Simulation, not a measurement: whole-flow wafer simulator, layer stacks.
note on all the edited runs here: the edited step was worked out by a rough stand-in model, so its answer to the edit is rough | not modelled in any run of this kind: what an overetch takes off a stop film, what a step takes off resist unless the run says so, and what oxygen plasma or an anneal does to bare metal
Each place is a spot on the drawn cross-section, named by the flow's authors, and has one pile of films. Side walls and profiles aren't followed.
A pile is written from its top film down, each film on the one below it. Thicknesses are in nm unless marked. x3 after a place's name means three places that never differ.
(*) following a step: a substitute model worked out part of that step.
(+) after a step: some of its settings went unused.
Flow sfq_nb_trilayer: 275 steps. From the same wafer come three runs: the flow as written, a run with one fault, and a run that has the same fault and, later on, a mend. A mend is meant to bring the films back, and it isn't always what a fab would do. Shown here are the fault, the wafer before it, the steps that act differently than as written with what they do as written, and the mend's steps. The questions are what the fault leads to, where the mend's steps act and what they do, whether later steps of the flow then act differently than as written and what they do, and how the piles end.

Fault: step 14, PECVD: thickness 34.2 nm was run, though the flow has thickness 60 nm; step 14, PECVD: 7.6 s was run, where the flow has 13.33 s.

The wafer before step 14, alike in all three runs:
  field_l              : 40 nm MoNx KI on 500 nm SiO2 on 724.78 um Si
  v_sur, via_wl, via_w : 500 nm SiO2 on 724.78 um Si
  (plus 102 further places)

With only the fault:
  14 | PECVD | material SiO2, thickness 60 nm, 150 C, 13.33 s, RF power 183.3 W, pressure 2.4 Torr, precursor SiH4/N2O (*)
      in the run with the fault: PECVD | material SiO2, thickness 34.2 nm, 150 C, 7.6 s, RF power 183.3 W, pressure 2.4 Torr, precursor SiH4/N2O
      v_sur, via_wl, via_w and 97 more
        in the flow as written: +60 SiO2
        in the run with the fault: +34.2 SiO2
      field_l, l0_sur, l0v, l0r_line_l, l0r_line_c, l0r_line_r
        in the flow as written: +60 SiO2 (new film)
        in the run with the fault: +34.2 SiO2 (new film)
  Steps later in the flow that act otherwise than as written (not shown: 10 more steps that differ only slightly, by at most 2% or 0.5 nm, whichever is larger):
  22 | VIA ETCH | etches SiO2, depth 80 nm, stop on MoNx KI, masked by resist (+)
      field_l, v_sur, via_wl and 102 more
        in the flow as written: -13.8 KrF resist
        in the run with the fault: -8.81 KrF resist
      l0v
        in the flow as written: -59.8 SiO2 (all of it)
        in the run with the fault: -34 SiO2 (all of it)
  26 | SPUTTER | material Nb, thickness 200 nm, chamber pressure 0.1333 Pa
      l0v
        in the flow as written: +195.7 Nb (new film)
        in the run with the fault: +200 Nb (new film)
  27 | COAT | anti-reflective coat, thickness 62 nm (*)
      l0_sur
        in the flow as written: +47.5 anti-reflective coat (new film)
        in the run with the fault: +50.4 anti-reflective coat (new film)
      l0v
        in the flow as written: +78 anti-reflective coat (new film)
        in the run with the fault: +69.9 anti-reflective coat (new film)
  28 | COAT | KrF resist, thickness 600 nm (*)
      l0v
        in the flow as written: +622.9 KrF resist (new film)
        in the run with the fault: +606.9 KrF resist (new film)
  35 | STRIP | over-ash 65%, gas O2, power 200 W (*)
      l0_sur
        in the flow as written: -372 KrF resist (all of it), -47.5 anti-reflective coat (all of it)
        in the run with the fault: -373.5 KrF resist (all of it), -50.4 anti-reflective coat (all of it)
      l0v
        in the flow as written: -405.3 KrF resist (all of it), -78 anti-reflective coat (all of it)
        in the run with the fault: -389.3 KrF resist (all of it), -69.9 anti-reflective coat (all of it)
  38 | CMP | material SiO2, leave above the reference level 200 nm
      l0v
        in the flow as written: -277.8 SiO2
        in the run with the fault: -307.9 SiO2
  The piles end different from the flow's at field_l, v_sur, via_wl and 100 more by more than 2% or 0.5 nm, whichever is larger.
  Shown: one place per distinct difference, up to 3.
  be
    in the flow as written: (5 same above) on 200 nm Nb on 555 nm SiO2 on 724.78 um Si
    in the run with the fault: (5 same above) on 200 nm Nb on 529.2 nm SiO2 on 724.78 um Si
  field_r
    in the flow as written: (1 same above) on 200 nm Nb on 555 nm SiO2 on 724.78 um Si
    in the run with the fault: (1 same above) on 200 nm Nb on 529.2 nm SiO2 on 724.78 um Si
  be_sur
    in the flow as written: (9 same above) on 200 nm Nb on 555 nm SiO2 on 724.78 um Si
    in the run with the fault: (9 same above) on 200 nm Nb on 529.2 nm SiO2 on 724.78 um Si

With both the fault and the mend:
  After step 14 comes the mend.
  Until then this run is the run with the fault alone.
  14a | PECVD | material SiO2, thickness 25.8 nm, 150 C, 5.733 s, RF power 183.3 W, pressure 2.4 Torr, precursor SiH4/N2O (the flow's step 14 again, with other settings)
      field_l, v_sur, via_wl and 103 more
        +25.8 SiO2
  Every later step of the flow that is run acts as written, at every place that is followed, to within 2% or 0.5 nm, whichever is larger.
  At every place that both follow, the piles at the end match the flow's.
